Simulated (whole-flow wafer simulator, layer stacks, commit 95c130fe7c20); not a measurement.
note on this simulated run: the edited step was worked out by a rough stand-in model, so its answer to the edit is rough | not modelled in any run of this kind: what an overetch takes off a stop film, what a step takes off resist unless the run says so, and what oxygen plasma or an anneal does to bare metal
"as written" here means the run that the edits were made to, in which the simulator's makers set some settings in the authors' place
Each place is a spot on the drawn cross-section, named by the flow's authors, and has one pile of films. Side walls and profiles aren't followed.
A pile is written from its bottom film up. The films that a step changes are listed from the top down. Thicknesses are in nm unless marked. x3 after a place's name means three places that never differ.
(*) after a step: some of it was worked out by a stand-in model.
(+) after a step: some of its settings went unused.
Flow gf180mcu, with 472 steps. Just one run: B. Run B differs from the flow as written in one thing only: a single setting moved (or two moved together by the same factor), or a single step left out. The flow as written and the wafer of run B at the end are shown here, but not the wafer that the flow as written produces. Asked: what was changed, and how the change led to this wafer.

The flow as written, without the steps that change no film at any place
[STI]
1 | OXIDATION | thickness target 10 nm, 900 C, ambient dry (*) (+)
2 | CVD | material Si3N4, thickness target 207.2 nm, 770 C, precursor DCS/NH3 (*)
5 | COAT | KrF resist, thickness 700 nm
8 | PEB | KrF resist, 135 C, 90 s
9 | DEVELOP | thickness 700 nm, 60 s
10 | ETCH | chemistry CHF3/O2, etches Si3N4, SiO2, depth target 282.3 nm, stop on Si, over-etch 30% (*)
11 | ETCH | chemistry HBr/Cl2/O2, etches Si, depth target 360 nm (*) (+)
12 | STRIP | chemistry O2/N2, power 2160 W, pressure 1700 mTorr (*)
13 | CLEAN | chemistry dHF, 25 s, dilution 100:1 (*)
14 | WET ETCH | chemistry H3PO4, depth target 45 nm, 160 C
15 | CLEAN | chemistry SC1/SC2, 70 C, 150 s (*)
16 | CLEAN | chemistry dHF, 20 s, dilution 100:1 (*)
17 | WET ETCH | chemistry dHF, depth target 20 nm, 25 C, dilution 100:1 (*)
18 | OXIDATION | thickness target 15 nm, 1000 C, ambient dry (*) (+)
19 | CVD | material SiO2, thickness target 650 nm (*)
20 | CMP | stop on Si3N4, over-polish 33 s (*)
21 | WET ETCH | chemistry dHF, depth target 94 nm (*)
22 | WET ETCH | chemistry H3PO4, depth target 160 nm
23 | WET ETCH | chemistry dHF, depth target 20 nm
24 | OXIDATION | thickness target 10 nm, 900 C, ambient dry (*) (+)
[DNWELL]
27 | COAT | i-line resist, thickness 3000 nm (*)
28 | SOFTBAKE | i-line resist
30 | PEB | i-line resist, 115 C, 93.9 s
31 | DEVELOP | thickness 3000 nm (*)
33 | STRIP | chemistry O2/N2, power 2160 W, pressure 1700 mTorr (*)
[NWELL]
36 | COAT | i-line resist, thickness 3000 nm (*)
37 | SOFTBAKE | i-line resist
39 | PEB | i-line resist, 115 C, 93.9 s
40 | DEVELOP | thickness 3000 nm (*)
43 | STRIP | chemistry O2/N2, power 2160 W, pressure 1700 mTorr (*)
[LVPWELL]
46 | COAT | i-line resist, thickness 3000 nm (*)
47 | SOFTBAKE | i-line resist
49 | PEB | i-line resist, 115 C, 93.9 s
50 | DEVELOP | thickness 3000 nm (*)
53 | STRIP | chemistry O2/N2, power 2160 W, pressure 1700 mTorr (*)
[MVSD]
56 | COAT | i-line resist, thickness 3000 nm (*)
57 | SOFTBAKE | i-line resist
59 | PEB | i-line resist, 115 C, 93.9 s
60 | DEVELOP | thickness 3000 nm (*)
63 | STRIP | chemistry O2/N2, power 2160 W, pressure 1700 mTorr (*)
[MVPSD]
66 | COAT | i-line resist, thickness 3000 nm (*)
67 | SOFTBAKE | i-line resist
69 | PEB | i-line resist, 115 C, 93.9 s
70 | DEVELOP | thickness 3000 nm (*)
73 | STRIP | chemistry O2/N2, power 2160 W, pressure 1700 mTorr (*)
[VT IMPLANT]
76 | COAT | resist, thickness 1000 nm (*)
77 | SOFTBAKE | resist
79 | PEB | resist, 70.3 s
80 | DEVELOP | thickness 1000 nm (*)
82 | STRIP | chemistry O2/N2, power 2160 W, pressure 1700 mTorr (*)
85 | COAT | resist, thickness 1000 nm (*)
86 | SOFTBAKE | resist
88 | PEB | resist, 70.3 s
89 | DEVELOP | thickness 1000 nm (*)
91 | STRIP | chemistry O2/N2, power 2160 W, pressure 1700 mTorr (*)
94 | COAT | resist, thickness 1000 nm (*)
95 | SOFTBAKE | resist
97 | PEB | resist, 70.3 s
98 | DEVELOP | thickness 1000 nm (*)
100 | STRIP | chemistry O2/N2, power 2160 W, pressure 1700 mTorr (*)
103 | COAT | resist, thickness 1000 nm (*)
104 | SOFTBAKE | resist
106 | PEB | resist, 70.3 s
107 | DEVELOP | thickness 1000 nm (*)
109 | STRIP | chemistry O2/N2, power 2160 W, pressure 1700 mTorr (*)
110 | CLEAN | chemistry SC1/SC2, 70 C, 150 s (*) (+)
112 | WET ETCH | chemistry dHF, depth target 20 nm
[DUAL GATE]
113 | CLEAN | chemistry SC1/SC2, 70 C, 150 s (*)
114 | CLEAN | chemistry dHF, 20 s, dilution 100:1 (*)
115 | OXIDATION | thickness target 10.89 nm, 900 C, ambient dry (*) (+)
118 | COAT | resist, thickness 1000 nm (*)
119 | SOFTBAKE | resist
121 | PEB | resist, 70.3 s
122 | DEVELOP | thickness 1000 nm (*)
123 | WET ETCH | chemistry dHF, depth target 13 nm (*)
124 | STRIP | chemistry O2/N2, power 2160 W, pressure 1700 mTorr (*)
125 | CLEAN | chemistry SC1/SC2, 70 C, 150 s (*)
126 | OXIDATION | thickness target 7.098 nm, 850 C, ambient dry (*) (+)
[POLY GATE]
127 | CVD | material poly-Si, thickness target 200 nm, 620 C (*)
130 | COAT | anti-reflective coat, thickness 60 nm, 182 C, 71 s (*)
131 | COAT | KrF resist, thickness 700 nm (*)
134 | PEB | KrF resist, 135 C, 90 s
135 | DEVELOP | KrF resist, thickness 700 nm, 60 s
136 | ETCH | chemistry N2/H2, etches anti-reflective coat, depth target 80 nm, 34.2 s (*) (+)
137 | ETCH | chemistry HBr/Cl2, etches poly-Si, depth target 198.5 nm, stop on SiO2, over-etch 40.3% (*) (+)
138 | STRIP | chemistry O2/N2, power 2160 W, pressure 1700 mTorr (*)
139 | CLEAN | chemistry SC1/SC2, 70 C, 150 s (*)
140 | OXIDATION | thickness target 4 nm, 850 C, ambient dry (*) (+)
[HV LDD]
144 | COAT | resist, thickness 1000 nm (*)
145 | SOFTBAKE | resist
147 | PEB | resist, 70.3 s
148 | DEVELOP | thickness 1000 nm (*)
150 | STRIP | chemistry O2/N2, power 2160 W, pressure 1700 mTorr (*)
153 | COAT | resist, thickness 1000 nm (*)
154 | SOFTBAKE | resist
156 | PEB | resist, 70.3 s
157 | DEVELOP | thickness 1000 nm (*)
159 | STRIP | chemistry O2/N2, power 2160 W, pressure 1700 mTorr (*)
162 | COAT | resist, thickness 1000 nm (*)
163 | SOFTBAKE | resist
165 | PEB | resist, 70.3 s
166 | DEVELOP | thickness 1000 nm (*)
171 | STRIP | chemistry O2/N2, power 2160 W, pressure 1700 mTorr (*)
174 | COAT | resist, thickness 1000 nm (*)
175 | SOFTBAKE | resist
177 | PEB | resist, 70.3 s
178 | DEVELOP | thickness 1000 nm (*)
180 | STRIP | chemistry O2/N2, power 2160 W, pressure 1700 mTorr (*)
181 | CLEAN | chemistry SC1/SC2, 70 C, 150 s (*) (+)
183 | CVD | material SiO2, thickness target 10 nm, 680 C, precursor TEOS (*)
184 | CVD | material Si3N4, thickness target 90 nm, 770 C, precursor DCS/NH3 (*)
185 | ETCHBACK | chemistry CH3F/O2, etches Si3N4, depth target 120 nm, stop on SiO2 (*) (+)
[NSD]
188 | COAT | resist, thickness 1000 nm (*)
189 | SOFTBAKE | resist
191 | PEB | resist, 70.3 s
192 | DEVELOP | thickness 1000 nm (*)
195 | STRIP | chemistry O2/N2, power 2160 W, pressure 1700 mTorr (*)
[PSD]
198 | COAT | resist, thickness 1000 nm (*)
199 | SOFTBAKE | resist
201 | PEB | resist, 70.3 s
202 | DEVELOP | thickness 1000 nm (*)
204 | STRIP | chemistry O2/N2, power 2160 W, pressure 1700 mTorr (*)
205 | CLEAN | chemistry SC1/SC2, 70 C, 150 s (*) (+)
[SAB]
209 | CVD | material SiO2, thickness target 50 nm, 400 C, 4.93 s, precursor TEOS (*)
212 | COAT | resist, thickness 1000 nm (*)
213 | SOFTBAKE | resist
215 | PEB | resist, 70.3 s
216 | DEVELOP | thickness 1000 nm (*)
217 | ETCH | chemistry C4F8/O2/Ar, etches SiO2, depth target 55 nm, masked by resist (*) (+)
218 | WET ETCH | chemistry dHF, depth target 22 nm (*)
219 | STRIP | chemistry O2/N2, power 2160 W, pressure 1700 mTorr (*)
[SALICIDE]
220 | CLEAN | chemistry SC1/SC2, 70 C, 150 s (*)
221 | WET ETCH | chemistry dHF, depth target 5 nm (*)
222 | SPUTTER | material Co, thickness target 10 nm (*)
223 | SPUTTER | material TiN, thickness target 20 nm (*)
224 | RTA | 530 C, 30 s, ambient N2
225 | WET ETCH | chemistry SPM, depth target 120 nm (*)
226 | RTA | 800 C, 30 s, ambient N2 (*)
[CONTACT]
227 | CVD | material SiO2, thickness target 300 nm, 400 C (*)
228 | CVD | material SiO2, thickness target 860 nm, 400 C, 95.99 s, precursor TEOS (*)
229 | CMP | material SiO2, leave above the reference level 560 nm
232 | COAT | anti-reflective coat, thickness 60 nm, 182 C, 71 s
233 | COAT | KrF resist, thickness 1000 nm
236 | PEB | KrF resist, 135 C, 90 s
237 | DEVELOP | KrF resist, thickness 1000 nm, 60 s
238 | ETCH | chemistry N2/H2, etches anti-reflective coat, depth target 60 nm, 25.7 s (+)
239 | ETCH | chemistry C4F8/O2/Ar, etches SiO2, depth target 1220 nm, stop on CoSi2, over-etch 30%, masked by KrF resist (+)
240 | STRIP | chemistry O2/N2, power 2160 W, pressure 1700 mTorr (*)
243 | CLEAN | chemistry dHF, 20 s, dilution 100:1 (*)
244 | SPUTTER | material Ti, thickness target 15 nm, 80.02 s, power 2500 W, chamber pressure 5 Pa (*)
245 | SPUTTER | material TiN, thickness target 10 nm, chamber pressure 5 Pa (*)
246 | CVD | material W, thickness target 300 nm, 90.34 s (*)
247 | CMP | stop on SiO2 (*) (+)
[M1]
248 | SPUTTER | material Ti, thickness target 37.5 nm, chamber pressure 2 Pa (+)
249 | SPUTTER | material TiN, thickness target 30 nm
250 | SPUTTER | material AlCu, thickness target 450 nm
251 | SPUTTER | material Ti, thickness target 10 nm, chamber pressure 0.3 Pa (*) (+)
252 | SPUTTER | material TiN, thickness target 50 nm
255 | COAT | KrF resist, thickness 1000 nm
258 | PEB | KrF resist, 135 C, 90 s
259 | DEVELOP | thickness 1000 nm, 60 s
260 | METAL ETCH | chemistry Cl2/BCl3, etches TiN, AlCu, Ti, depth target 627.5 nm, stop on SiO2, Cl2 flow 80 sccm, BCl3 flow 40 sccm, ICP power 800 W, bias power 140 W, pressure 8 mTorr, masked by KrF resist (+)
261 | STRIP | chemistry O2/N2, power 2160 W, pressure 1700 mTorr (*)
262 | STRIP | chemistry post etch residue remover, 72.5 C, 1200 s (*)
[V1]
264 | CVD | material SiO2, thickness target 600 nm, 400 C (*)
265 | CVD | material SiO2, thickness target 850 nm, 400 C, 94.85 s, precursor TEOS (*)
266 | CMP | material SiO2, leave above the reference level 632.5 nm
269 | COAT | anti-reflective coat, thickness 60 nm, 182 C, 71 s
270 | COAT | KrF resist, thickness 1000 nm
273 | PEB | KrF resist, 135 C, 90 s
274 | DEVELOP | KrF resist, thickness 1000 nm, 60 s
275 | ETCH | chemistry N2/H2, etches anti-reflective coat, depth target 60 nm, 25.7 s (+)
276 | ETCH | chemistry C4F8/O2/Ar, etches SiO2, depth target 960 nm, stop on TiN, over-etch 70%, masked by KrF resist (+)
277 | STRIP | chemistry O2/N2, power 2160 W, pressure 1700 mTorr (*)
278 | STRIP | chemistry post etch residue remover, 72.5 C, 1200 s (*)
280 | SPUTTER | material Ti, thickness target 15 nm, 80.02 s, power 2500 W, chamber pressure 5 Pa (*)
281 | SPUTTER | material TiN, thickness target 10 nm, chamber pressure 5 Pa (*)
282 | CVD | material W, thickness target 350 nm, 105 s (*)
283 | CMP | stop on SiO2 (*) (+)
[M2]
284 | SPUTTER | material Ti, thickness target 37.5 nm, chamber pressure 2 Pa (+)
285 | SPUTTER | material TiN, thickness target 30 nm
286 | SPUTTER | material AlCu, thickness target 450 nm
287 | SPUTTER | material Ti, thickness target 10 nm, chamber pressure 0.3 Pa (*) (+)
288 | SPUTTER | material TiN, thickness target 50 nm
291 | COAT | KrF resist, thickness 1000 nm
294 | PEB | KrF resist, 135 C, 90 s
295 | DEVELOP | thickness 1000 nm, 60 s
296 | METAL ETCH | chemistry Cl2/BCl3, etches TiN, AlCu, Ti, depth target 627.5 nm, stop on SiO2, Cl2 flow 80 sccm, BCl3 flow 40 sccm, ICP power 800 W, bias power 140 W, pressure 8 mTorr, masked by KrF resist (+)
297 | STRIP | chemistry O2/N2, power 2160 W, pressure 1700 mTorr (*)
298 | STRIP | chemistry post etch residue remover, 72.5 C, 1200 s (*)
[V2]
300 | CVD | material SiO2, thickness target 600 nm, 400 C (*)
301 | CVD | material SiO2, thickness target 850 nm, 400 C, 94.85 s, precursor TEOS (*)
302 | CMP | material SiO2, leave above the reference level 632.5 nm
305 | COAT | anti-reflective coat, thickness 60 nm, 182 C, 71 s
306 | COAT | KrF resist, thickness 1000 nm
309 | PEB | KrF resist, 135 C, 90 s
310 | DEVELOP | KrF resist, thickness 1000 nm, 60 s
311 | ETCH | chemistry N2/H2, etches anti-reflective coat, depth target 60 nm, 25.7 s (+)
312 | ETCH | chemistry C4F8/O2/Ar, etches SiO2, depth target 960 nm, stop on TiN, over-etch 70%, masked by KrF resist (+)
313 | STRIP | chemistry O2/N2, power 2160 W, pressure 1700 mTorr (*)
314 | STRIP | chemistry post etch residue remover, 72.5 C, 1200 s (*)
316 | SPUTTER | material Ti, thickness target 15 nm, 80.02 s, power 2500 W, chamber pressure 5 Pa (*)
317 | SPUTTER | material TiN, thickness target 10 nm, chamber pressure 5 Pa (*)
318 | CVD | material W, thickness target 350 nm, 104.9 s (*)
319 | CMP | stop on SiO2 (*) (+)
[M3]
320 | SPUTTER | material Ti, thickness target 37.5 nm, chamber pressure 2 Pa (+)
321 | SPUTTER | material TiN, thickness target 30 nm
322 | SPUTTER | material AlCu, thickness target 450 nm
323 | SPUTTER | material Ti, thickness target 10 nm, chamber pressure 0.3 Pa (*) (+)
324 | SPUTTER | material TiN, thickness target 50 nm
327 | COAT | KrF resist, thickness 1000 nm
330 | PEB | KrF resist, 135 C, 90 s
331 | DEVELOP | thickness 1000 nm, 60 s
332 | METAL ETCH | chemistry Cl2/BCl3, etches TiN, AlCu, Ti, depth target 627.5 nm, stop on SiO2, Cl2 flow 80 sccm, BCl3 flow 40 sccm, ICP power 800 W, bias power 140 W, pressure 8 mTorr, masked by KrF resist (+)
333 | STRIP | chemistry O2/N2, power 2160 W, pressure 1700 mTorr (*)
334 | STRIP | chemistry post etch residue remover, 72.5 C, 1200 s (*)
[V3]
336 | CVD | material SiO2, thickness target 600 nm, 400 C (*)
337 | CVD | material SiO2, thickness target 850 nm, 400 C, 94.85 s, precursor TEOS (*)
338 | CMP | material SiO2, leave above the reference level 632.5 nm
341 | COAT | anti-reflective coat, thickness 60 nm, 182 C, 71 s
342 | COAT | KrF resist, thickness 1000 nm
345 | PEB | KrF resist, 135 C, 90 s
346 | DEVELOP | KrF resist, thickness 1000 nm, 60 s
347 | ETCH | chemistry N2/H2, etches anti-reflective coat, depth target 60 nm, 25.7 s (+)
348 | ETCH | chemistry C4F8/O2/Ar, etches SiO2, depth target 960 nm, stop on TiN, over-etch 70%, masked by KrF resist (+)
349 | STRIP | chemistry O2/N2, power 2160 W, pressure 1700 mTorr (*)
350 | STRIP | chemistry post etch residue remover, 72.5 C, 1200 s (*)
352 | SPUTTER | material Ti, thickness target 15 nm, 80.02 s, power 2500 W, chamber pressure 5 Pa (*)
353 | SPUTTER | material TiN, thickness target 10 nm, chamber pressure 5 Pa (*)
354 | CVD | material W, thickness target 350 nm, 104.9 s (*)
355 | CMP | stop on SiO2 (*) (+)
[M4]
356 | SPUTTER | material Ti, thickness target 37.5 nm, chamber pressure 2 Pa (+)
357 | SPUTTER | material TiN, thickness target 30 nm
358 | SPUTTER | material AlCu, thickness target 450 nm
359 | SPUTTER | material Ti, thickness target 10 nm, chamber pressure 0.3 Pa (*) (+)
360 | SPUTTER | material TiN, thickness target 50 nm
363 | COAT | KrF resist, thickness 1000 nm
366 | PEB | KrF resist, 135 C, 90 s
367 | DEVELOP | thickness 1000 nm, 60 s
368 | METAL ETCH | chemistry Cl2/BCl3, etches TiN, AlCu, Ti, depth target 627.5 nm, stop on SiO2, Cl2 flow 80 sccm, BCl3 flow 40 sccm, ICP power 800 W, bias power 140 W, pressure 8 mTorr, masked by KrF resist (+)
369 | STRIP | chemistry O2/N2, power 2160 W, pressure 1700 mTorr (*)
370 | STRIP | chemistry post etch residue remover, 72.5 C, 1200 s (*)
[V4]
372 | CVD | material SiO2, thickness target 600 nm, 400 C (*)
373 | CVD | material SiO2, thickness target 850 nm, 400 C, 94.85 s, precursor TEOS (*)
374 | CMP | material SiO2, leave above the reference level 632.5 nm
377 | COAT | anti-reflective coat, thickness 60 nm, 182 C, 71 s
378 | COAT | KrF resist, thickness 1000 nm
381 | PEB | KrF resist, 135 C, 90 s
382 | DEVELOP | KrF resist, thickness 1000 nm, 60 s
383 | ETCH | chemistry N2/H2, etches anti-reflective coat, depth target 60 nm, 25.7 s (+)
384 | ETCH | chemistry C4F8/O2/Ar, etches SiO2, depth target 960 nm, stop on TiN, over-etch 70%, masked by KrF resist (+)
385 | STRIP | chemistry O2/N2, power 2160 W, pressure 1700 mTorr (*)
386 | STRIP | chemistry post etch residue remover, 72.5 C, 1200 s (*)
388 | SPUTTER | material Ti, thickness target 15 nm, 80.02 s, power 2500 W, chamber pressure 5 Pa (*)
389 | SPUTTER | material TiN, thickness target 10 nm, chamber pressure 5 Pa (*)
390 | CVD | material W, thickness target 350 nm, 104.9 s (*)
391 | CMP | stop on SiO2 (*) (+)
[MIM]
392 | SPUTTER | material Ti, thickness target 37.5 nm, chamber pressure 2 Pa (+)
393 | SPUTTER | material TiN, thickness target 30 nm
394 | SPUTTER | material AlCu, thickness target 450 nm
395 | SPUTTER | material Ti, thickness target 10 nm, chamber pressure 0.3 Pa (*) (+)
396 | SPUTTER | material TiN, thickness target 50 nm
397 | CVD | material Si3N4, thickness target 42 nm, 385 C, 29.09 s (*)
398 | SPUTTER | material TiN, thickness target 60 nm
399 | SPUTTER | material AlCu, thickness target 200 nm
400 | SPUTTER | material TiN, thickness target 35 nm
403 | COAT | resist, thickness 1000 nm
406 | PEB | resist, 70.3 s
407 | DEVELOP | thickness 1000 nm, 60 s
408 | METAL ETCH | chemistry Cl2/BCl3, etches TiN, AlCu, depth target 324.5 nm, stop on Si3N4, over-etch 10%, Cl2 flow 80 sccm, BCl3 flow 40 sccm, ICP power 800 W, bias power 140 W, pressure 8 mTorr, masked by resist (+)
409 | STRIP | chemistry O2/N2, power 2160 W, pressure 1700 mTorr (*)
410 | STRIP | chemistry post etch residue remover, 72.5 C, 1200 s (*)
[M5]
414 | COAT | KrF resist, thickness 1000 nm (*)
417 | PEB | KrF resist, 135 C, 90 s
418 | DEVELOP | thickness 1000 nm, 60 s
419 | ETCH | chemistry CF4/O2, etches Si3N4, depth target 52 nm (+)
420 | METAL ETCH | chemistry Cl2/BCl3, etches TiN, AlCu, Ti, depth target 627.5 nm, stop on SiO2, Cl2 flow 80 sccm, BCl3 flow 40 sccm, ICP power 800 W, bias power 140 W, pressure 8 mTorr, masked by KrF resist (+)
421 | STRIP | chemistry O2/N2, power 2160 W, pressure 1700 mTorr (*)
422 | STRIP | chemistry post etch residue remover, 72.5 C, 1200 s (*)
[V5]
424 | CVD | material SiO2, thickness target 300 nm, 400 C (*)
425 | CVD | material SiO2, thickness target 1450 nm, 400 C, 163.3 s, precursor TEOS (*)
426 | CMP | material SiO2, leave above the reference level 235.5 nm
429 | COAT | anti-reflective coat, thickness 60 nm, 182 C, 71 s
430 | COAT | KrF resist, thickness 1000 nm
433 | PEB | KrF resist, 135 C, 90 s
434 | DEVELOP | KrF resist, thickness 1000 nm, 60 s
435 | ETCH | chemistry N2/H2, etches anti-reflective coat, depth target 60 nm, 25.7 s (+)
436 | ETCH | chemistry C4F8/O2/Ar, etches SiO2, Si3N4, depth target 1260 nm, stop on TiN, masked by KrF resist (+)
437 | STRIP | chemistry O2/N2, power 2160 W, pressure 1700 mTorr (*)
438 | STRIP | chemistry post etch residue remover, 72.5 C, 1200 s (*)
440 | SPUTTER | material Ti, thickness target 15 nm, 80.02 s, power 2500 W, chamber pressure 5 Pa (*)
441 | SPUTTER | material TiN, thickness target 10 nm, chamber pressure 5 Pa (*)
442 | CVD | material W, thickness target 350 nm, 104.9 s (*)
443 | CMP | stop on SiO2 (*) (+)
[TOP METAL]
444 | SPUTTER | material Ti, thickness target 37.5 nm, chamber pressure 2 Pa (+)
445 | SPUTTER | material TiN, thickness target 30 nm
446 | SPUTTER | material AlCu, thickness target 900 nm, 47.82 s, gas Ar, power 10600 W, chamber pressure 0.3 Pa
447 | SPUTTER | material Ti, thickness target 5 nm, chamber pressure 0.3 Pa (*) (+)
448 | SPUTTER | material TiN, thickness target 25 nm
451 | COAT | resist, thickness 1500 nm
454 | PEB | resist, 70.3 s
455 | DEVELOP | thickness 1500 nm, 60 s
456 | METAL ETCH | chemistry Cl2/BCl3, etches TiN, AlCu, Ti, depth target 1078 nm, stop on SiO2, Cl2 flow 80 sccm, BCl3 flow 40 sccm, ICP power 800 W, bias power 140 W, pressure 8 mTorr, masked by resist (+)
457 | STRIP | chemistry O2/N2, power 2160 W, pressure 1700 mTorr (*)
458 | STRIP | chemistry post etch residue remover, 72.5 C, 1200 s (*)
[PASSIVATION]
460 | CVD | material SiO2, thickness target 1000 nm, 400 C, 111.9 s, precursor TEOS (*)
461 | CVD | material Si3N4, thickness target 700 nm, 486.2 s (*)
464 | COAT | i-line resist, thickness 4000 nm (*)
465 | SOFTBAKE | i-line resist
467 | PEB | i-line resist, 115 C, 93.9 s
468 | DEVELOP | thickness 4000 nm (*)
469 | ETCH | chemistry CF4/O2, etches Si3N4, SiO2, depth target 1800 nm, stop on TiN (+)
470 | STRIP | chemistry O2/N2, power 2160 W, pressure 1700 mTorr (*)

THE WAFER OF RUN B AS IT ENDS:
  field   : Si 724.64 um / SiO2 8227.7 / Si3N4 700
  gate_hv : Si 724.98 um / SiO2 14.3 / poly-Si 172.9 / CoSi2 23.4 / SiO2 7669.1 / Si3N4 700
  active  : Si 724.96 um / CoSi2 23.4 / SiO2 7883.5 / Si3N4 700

What caused this: step 222, SPUTTER: thickness target 6.7 nm was run, while the flow as written has thickness target 10 nm.

Step by step, how the change led to this:
  222 | SPUTTER | material Co, thickness target 10 nm (*)
      field, field__w7, field__w8 and 71 more: Co gains 6.7 (new film) (it would be, as written: Co gains 10 (new film))
      field__w2, mim: Co gains 5.8 (new film) (it would be, as written: Co gains 8.65 (new film))
      (as well as at 35 more places)
  224 | RTA | 530 C, 30 s, ambient N2
      gate, gate_hv, gate_p and 22 more: under 1 film: CoSi gains 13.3 (new film), Co loses 6.7 (all of it), poly-Si loses 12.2 (it would be, as written: under 1 film: CoSi gains 19.9 (new film), Co loses 10 (all of it), poly-Si loses 18.2)
      active, p_well, sd_n and 11 more: under 1 film: CoSi gains 13.3 (new film), Co loses 6.7 (all of it), Si loses 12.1 (it would be, as written: under 1 film: CoSi gains 19.9 (new film), Co loses 10 (all of it), Si loses 18.1)
      (as well as at 10 more places)
  225 | WET ETCH | chemistry SPM, depth target 120 nm (*)
      field, field__w7, field__w8 and 32 more: TiN loses 20 (all of it), Co loses 6.7 (all of it) (it would be, as written: TiN loses 20 (all of it), Co loses 10 (all of it))
      field__w9, nw_enc_fld_lv__w3: TiN loses 19.1 (all of it), Co loses 6.43 (all of it) (it would be, as written: TiN loses 19.1 (all of it), Co loses 9.6 (all of it))
      (as well as at 25 more places)
  226 | RTA | 800 C, 30 s, ambient N2 (*)
      gate, gate_hv, gate_p and 22 more: CoSi2 gains 23.4 (new film), CoSi loses 13.3 (all of it), poly-Si loses 12.2 (it would be, as written: CoSi2 gains 35 (new film), CoSi loses 19.9 (all of it), poly-Si loses 18.2)
      active, p_well, sd_n and 11 more: CoSi2 gains 23.4 (new film), CoSi loses 13.3 (all of it), Si loses 12.1 (it would be, as written: CoSi2 gains 35 (new film), CoSi loses 19.9 (all of it), Si loses 18.1)
      (as well as at 10 more places)
